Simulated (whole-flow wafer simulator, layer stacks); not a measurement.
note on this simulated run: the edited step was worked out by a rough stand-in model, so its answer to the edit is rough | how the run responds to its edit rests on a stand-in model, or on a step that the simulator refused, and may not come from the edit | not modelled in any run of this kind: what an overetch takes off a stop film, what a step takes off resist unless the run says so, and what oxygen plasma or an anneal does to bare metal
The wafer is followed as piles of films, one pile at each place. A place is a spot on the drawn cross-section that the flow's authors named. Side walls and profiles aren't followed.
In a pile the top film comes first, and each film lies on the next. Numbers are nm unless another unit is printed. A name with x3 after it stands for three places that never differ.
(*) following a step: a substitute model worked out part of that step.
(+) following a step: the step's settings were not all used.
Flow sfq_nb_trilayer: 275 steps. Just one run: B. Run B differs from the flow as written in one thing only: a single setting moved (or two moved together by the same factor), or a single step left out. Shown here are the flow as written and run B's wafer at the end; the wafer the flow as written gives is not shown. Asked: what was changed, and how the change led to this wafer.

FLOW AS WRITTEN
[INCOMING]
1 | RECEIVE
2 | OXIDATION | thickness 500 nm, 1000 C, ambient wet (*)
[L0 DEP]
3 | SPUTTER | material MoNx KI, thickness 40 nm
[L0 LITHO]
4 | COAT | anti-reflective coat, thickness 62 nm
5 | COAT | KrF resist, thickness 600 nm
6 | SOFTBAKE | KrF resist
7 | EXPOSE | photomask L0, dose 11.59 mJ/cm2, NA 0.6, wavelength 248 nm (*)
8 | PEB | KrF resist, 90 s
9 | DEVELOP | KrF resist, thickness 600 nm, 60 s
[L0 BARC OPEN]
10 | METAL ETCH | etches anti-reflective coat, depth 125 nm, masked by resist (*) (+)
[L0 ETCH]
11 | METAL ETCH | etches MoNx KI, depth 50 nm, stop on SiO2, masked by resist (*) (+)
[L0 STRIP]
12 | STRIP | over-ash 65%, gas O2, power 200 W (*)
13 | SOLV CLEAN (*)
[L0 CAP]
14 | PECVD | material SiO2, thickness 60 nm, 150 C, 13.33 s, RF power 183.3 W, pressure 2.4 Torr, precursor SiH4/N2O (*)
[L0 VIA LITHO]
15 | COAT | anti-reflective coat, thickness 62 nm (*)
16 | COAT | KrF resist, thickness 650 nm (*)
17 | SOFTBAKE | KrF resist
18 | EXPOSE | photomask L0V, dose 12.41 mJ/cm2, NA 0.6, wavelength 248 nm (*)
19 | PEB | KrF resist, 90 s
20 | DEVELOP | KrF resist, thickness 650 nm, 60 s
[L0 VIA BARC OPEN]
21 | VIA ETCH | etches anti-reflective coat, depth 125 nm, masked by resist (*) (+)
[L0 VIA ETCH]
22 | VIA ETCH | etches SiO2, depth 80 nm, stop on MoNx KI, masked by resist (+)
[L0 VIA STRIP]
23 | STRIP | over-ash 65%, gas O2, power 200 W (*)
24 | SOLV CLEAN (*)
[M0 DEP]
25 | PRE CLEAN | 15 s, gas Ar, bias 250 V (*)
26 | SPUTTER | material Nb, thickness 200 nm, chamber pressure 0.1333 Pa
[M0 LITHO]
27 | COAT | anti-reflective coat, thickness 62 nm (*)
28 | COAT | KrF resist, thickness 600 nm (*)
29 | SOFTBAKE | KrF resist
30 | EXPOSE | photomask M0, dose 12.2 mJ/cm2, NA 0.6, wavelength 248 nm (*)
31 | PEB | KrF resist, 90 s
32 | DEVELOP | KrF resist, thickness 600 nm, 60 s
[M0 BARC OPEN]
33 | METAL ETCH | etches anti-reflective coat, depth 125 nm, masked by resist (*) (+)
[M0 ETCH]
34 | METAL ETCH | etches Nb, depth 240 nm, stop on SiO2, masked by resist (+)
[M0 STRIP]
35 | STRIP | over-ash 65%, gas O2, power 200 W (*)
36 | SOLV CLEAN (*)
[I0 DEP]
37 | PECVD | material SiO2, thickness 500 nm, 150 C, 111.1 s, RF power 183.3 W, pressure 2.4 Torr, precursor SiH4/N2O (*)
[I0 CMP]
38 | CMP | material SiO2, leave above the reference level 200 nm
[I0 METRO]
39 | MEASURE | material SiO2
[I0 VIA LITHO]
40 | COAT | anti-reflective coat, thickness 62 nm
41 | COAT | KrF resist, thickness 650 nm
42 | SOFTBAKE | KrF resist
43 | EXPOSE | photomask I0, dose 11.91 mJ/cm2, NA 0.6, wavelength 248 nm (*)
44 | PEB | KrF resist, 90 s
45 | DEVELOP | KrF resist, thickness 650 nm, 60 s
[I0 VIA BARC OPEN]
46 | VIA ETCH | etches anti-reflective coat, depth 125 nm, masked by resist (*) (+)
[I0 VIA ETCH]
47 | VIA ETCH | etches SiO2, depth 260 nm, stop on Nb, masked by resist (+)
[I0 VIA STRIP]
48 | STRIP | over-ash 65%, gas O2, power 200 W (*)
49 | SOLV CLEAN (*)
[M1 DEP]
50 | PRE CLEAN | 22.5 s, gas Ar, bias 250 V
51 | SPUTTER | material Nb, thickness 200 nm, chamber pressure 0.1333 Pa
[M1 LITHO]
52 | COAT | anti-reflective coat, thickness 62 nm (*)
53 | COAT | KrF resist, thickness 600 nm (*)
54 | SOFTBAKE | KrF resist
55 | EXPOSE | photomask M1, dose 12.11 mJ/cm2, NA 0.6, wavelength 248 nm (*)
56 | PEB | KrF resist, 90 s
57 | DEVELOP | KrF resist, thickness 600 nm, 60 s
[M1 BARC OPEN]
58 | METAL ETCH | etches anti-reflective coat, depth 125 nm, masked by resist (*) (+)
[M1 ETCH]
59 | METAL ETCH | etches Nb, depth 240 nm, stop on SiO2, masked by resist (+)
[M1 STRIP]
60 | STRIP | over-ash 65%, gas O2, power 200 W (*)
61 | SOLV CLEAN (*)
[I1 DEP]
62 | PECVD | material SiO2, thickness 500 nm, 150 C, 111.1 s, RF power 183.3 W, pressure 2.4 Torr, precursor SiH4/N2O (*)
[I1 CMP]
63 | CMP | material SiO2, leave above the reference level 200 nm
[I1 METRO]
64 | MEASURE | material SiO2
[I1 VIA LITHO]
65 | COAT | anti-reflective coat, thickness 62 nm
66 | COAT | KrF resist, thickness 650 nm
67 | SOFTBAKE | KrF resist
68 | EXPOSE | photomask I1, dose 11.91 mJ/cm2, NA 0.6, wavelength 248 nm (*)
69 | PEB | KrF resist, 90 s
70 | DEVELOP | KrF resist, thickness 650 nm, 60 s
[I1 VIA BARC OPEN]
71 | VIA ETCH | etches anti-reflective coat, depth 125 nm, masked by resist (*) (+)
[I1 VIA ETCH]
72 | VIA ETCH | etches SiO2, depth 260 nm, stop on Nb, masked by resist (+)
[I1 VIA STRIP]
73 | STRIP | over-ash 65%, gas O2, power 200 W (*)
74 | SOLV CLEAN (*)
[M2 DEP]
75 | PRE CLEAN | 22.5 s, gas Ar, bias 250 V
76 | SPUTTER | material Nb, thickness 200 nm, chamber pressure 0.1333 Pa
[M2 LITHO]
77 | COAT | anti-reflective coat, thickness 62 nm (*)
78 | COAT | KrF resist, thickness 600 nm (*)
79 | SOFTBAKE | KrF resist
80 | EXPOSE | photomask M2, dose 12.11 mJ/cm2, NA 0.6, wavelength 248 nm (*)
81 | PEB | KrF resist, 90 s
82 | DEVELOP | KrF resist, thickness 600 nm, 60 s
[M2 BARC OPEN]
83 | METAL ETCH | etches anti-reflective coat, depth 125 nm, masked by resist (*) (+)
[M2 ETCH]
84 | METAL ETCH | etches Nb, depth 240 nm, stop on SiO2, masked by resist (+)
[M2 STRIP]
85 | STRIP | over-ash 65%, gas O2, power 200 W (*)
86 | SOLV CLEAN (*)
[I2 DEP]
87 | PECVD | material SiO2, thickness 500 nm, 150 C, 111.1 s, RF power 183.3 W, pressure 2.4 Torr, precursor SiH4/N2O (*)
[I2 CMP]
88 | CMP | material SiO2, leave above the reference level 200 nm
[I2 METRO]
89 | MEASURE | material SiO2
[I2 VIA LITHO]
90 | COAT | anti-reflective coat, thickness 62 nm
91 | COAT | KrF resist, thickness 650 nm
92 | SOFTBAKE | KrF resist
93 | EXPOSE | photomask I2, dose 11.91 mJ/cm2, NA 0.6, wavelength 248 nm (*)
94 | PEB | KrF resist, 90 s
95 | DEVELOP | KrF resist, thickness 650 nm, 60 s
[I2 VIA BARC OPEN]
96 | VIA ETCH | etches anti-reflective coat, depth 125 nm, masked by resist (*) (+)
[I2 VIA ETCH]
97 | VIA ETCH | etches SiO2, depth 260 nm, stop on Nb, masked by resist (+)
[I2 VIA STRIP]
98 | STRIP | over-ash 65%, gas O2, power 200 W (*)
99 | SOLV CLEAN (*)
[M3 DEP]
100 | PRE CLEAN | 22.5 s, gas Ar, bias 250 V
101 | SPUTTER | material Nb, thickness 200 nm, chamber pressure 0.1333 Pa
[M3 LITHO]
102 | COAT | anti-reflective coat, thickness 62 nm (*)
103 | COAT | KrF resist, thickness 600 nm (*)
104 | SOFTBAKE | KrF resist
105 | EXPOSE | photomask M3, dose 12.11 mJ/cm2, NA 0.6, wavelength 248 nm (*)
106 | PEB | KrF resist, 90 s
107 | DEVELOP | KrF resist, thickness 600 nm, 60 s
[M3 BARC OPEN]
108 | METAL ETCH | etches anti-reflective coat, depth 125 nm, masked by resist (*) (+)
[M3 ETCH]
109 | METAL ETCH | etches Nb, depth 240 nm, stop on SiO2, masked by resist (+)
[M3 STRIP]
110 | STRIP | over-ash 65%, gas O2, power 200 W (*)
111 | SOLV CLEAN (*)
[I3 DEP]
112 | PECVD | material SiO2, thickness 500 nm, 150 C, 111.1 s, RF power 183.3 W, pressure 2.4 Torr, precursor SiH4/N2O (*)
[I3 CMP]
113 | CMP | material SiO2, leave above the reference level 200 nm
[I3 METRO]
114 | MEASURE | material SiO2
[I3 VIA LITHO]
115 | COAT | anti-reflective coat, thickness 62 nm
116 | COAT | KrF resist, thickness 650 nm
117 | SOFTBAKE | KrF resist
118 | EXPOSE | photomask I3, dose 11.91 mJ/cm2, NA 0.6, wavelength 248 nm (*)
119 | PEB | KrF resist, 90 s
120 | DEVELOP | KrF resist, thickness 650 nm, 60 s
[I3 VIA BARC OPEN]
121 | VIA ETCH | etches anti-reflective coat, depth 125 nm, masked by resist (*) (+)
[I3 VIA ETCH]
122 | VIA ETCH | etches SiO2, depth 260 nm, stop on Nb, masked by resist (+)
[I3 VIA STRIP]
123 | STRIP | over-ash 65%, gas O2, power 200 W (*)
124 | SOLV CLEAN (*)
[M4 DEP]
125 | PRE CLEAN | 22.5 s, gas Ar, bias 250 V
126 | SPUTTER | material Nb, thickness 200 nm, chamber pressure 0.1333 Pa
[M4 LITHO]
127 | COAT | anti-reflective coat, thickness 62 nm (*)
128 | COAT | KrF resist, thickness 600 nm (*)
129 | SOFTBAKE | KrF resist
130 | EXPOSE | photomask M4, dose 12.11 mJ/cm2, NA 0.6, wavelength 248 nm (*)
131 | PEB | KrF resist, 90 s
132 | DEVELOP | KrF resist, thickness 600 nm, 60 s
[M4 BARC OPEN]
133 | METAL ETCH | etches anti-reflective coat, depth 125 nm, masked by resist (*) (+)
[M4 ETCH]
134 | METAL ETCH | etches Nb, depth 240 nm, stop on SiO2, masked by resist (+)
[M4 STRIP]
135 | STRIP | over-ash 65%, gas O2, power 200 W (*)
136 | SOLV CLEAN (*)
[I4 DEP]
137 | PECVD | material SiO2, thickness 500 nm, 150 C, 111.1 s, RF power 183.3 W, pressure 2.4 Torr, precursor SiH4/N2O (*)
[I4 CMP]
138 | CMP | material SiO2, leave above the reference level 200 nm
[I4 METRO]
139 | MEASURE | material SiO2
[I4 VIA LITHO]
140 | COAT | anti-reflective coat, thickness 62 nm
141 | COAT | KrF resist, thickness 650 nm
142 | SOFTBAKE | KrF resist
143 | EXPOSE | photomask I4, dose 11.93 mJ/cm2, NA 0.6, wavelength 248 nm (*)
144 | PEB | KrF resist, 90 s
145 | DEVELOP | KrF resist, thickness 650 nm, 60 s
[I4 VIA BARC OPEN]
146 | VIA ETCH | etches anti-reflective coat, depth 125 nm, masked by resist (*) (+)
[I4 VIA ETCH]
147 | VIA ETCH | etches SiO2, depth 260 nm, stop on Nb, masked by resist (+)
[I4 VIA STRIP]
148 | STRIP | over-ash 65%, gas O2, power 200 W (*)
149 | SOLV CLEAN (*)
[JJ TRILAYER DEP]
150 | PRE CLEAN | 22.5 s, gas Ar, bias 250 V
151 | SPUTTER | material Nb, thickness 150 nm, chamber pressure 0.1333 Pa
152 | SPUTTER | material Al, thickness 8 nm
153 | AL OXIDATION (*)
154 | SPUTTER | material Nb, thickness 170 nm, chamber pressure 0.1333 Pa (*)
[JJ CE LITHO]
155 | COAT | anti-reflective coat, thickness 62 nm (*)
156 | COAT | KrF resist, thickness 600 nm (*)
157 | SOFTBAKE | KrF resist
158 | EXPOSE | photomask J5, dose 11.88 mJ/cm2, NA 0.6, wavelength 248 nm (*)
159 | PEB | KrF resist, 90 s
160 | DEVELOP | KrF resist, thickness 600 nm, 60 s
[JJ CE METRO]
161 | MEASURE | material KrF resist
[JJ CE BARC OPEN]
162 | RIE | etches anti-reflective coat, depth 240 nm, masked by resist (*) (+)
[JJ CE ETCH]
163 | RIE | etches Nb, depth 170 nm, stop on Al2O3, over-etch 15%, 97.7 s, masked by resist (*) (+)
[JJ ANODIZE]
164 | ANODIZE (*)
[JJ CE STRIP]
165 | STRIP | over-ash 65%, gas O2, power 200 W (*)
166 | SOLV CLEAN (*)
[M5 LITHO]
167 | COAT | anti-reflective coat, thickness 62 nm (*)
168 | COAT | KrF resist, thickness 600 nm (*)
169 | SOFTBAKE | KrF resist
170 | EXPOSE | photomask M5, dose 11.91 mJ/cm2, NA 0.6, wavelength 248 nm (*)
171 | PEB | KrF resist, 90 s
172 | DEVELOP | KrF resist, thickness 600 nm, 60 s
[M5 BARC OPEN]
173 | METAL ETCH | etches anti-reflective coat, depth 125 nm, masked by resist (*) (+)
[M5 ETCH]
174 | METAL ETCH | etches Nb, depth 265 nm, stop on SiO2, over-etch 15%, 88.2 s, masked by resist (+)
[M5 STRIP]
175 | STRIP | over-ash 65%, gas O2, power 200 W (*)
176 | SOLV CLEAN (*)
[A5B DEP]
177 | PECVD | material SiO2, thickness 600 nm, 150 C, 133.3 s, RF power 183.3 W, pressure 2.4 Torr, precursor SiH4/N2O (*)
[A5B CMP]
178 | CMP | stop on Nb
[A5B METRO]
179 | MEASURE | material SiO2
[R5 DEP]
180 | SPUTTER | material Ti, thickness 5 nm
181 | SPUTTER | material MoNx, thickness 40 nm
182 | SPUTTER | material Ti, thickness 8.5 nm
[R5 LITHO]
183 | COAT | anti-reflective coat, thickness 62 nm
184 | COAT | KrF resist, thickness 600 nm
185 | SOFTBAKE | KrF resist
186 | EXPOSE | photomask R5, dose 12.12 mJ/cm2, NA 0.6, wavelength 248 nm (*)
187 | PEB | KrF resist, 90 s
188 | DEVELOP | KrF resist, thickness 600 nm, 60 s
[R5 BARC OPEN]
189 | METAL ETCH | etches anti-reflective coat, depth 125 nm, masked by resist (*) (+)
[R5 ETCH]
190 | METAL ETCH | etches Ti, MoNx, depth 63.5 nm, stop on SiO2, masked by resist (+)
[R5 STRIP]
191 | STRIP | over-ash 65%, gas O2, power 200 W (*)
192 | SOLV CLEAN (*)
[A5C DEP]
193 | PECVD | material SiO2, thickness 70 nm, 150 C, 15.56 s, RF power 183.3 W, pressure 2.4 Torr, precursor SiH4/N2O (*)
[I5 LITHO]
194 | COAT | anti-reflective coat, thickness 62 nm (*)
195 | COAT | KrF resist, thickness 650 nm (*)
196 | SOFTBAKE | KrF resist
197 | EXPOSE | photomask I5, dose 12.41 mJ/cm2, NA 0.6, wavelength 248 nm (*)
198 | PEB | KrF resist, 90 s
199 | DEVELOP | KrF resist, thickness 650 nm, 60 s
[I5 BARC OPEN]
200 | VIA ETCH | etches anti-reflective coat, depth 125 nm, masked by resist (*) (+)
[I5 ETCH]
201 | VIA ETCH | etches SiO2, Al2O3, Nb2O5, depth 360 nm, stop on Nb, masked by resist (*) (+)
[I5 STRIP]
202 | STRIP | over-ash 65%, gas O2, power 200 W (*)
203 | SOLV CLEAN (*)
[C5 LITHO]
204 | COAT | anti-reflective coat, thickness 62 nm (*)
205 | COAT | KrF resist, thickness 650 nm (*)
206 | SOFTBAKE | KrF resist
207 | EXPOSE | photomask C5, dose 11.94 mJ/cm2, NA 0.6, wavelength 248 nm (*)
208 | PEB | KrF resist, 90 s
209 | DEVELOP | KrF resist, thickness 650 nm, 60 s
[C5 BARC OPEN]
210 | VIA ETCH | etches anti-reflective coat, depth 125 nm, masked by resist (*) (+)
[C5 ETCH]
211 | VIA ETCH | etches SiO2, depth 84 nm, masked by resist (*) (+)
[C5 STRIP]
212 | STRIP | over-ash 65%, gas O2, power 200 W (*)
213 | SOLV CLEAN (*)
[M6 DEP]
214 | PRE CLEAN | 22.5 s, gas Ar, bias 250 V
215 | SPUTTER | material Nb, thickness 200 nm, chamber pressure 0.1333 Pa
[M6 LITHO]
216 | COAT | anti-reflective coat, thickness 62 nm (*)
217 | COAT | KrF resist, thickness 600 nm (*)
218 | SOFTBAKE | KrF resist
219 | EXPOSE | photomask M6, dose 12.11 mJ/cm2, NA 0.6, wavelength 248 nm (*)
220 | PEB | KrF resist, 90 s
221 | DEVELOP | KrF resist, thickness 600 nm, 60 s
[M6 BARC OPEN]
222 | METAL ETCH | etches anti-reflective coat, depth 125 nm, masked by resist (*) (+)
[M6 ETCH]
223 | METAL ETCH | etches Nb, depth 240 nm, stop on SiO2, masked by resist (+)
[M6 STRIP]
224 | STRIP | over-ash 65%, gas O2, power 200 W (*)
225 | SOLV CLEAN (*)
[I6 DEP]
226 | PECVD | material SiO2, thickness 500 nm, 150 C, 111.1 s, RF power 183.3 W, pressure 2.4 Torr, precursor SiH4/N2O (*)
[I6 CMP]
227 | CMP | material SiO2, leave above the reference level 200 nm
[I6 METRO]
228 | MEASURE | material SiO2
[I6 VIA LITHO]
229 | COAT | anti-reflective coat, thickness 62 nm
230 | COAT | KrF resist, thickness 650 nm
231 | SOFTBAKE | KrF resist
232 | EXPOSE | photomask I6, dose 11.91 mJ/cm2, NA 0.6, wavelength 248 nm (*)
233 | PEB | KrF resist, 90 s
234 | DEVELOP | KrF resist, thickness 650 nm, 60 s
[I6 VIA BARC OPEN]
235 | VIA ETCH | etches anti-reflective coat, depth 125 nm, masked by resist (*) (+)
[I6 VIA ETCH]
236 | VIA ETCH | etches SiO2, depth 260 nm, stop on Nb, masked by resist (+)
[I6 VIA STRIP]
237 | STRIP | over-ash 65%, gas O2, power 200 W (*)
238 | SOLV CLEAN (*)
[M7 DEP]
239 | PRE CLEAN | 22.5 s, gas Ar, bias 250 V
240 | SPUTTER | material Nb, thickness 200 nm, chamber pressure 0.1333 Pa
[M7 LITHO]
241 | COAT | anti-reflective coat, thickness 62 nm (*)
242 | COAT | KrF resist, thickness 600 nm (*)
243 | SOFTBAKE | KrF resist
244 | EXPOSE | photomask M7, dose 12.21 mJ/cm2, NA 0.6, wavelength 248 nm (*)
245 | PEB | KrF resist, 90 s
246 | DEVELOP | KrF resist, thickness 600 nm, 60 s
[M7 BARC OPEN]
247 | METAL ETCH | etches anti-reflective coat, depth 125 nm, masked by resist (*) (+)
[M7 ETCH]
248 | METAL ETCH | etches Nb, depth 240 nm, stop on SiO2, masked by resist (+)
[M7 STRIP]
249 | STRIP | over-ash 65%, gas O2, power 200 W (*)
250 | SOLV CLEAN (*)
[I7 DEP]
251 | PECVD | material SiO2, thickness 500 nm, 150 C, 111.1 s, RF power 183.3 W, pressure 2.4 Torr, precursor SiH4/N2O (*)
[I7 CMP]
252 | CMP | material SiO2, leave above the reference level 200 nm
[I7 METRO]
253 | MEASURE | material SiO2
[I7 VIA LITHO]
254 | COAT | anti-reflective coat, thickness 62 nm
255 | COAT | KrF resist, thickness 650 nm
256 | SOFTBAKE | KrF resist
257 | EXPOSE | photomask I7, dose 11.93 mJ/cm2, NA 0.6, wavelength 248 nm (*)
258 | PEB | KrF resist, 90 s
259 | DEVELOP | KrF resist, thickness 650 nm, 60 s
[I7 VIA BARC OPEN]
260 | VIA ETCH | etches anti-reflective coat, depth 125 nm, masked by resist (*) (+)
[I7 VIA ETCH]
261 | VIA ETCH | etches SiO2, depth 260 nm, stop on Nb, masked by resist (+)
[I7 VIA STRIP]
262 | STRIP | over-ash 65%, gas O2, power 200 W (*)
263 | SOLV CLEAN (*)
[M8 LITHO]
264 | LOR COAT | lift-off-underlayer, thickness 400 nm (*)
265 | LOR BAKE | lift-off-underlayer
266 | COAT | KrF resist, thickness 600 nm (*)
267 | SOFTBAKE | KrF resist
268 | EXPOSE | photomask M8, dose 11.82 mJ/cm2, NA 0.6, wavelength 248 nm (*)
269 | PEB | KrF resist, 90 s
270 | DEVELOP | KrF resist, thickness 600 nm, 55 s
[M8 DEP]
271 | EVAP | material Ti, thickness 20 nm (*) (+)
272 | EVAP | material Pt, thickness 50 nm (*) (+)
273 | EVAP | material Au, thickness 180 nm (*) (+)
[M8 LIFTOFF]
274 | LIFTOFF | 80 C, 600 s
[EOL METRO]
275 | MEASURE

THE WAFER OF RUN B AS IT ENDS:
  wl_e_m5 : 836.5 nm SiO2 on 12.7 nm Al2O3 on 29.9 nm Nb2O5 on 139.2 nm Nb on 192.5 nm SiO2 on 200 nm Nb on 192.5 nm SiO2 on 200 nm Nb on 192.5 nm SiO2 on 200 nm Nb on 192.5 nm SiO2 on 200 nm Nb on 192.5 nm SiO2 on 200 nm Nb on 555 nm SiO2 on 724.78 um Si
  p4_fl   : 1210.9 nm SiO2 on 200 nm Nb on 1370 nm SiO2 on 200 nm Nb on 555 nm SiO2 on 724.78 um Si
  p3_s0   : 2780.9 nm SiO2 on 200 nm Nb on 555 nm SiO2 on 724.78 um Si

The reason: step 251, PECVD: thickness 235 nm was run, though the flow has thickness 500 nm; step 251, PECVD: 52.22 s was run, where the flow has 111.1 s.

Step by step, how the change led to this:
  251 | PECVD | material SiO2, thickness 500 nm, 150 C, 111.1 s, RF power 183.3 W, pressure 2.4 Torr, precursor SiH4/N2O (*)
      field_l, p4_fl, p4_fm and 56 more: +235 SiO2 (in the flow as written it would be: +500 SiO2)
      v_sur, via_wl, via_w and 37 more: +235 SiO2 (new film) (in the flow as written it would be: +500 SiO2 (new film))
      (as well as at 7 more places)
  252 | CMP | material SiO2, leave above the reference level 200 nm
      field_l, p4_fl, p4_fm and 56 more: nothing (in the flow as written it would be: -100 SiO2)
      field_r, lsp_l: nothing (in the flow as written it would be: -77.7 SiO2)
      (as well as at 45 more places)
  254 | COAT | anti-reflective coat, thickness 62 nm
      jj_sur, ce_l, c5j, ce_r, sp_r, be_r: +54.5 anti-reflective coat (new film) (in the flow as written it would be: +62 anti-reflective coat (new film))
      p3_s1, p3_l3, p3_s3, p3_l4, p3_s4, p3_l5: +63.9 anti-reflective coat (new film) (in the flow as written it would be: +62 anti-reflective coat (new film))
      (as well as at 82 more places)
  255 | COAT | KrF resist, thickness 650 nm
      wl_d_sl, m0r_line_l, m0r_line_r, m6r_line_l, m6r_line_r: +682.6 KrF resist (new film) (in the flow as written it would be: +650 KrF resist (new film))
      m0r_space_l, m0r_space_r, m6r_space_l, m6r_space_r: +671.3 KrF resist (new film) (in the flow as written it would be: +650 KrF resist (new film))
      (as well as at 76 more places)
  259 | DEVELOP | KrF resist, thickness 650 nm, 60 s
      via_wl: -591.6 KrF resist (all of it) (in the flow as written it would be: -648.6 KrF resist (all of it))
      via_w: -600.6 KrF resist (all of it) (in the flow as written it would be: -648.6 KrF resist (all of it))
      (as well as at 1 more place)
  260 | VIA ETCH | etches anti-reflective coat, depth 125 nm, masked by resist (*) (+)
      field_l, v_sur, via_sp and 100 more: -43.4 KrF resist (in the flow as written it would be: -51.7 KrF resist)
      via_wl: -51.7 anti-reflective coat (all of it), -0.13 SiO2 (in the flow as written it would be: -62 anti-reflective coat (all of it), -0.16 SiO2)
      (as well as at 2 more places)
  262 | STRIP | over-ash 65%, gas O2, power 200 W (*)
      m0r_line_l, m0r_line_r, m6r_line_l, m6r_line_r: -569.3 KrF resist (all of it), -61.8 anti-reflective coat (all of it) (in the flow as written it would be: -528.6 KrF resist (all of it), -62 anti-reflective coat (all of it))
      m0r_space_l, m0r_space_r, m6r_space_l, m6r_space_r: -558.1 KrF resist (all of it), -81.1 anti-reflective coat (all of it) (in the flow as written it would be: -528.6 KrF resist (all of it), -62 anti-reflective coat (all of it))
      (as well as at 91 more places)
  264 | LOR COAT | lift-off-underlayer, thickness 400 nm (*)
      m0r_line_l, m0r_line_r, m6r_line_l, m6r_line_r: +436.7 lift-off-underlayer (new film) (in the flow as written it would be: +400 lift-off-underlayer (new film))
      m0r_space_l, m0r_space_r, m6r_space_l, m6r_space_r: +451.5 lift-off-underlayer (new film) (in the flow as written it would be: +400 lift-off-underlayer (new film))
      (as well as at 83 more places)
  266 | COAT | KrF resist, thickness 600 nm (*)
      m0r_line_l, m0r_line_r, m6r_line_l, m6r_line_r: +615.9 KrF resist (new film) (in the flow as written it would be: +600 KrF resist (new film))
      c5j, ce_r: +577.9 KrF resist (new film) (in the flow as written it would be: +597.1 KrF resist (new film))
      (as well as at 54 more places)
  270 | DEVELOP | KrF resist, thickness 600 nm, 55 s
      field_l: -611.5 KrF resist (all of it), -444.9 lift-off-underlayer (all of it) (in the flow as written it would be: -593.7 KrF resist (all of it), -388.2 lift-off-underlayer (all of it))
      v_sur: -589.2 KrF resist (all of it), -308.2 lift-off-underlayer (all of it) (in the flow as written it would be: -607.3 KrF resist (all of it), -369.4 lift-off-underlayer (all of it))
      (as well as at 9 more places)
  274 | LIFTOFF | 80 C, 600 s
      m0r_line_l, m0r_line_r, m6r_line_l, m6r_line_r: -180 Au (all of it), -50 Pt (all of it), -20 Ti (all of it), -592 KrF resist (all of it), -436.7 lift-off-underlayer (all of it) (in the flow as written it would be: -180 Au (all of it), -50 Pt (all of it), -20 Ti (all of it), -576.2 KrF resist (all of it), -400 lift-off-underlayer (all of it))
      m0r_space_l, m0r_space_r, m6r_space_l, m6r_space_r: -180 Au (all of it), -50 Pt (all of it), -20 Ti (all of it), -580 KrF resist (all of it), -451.5 lift-off-underlayer (all of it) (in the flow as written it would be: -180 Au (all of it), -50 Pt (all of it), -20 Ti (all of it), -576.2 KrF resist (all of it), -400 lift-off-underlayer (all of it))
      (as well as at 72 more places)
